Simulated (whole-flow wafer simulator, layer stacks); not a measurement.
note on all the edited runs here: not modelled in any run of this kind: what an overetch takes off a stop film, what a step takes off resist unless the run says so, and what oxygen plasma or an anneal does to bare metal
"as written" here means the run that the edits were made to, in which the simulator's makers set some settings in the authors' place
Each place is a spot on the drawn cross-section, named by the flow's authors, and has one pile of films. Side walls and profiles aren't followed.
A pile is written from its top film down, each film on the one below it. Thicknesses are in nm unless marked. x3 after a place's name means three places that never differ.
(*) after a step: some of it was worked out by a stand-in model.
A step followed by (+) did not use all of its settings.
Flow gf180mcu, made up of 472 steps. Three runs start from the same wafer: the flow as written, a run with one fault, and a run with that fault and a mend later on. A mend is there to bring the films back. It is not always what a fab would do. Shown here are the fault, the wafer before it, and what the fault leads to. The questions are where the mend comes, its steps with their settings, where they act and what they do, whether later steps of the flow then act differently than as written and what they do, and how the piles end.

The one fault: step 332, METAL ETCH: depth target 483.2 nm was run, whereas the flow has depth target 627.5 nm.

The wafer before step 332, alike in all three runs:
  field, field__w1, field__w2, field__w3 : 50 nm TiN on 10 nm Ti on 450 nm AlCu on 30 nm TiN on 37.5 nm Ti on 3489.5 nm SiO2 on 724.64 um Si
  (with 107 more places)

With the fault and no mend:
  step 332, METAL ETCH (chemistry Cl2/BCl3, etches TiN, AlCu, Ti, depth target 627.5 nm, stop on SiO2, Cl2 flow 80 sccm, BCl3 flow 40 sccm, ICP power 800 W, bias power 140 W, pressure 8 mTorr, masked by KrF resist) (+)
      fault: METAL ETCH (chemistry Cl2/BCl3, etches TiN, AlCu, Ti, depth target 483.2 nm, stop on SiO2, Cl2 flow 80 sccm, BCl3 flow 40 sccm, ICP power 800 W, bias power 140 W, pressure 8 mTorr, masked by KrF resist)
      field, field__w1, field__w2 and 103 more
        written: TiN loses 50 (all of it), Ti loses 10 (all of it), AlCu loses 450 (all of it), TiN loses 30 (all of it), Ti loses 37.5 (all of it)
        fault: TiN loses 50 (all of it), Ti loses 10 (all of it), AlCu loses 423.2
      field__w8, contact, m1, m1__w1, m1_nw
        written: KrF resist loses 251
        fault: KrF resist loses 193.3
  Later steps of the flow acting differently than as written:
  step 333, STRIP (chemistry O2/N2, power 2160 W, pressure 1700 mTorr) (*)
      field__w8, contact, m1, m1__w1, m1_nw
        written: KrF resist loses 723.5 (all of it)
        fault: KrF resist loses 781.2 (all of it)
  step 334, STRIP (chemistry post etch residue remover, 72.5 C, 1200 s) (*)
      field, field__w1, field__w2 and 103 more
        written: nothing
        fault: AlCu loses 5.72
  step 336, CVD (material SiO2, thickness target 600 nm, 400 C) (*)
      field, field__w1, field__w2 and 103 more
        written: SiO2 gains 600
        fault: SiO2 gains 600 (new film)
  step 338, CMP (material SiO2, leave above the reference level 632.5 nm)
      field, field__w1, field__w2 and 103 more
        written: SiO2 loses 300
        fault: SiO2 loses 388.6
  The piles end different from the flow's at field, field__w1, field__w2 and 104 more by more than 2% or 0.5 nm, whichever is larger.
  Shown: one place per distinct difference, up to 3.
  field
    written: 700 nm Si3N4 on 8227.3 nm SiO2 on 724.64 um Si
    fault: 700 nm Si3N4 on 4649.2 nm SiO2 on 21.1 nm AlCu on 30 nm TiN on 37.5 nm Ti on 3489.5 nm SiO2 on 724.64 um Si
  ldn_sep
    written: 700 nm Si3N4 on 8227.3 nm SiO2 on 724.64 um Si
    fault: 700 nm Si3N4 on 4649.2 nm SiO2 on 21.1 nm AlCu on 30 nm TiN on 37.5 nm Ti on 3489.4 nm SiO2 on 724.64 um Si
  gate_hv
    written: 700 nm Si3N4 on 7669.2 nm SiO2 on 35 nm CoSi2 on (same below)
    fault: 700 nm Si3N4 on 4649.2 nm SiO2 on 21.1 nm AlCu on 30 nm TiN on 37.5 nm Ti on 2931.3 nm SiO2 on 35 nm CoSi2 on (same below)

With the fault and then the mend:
  The mend stands after step 332.
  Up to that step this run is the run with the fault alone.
  step 332a, METAL ETCH (chemistry Cl2/BCl3, etches TiN, AlCu, Ti, depth target 144.3 nm, stop on SiO2, Cl2 flow 80 sccm, BCl3 flow 40 sccm, ICP power 800 W, bias power 140 W, pressure 8 mTorr, masked by KrF resist) (+) (a further turn of the flow's step 332, with different settings)
      field, field__w1, field__w2 and 103 more
        AlCu loses 26.8 (all of it), TiN loses 30 (all of it), Ti loses 37.5 (all of it)
      field__w8, contact, m1, m1__w1, m1_nw
        KrF resist loses 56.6
  None of the later steps of the flow differs from how it acts as written, at any place that is followed, by more than 2% or 0.5 nm, whichever is larger.
  The piles end the same as the flow's at every place that both follow.
